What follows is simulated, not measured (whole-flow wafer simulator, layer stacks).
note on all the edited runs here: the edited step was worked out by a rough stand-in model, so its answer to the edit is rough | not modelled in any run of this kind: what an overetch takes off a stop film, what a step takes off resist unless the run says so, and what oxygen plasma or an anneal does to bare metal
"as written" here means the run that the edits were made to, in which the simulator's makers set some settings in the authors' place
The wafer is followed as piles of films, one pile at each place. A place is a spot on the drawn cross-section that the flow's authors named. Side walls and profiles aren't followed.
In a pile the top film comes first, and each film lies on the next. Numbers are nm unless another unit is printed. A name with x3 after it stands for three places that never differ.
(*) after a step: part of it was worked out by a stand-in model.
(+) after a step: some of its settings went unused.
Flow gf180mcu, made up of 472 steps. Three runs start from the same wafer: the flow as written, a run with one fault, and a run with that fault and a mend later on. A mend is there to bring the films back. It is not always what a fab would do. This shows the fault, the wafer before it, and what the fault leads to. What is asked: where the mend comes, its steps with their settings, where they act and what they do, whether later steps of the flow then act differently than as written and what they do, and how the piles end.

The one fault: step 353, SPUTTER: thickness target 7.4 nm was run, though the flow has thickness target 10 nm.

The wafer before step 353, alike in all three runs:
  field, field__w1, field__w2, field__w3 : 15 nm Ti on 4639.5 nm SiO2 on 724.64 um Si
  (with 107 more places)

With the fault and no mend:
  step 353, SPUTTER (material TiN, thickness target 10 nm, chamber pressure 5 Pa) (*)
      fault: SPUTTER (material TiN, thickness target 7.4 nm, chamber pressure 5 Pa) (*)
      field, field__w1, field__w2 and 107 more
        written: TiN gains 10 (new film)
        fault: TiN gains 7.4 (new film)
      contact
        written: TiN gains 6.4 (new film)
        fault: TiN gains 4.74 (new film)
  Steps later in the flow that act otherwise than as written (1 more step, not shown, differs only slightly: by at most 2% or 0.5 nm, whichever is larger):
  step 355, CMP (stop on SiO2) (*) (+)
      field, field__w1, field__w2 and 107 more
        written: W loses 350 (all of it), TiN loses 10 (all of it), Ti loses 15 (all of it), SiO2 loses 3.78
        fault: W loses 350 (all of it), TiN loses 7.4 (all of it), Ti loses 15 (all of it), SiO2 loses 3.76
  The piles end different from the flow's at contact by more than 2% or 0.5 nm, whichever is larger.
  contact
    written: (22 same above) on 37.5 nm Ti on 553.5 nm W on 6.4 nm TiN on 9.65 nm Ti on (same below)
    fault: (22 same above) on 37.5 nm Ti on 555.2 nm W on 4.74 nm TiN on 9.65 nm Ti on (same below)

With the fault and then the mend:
  The mend stands after step 353.
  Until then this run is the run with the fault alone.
  step 353a, SPUTTER (material TiN, thickness target 2.6 nm, chamber pressure 5 Pa) (*) (the flow's step 353 again, with other settings)
      field, field__w1, field__w2 and 107 more
        TiN gains 2.6
      contact
        TiN gains 1.66
  None of the later steps of the flow acts differently than as written at any place that is followed.
  At every place that both follow, the piles at the end match the flow's.
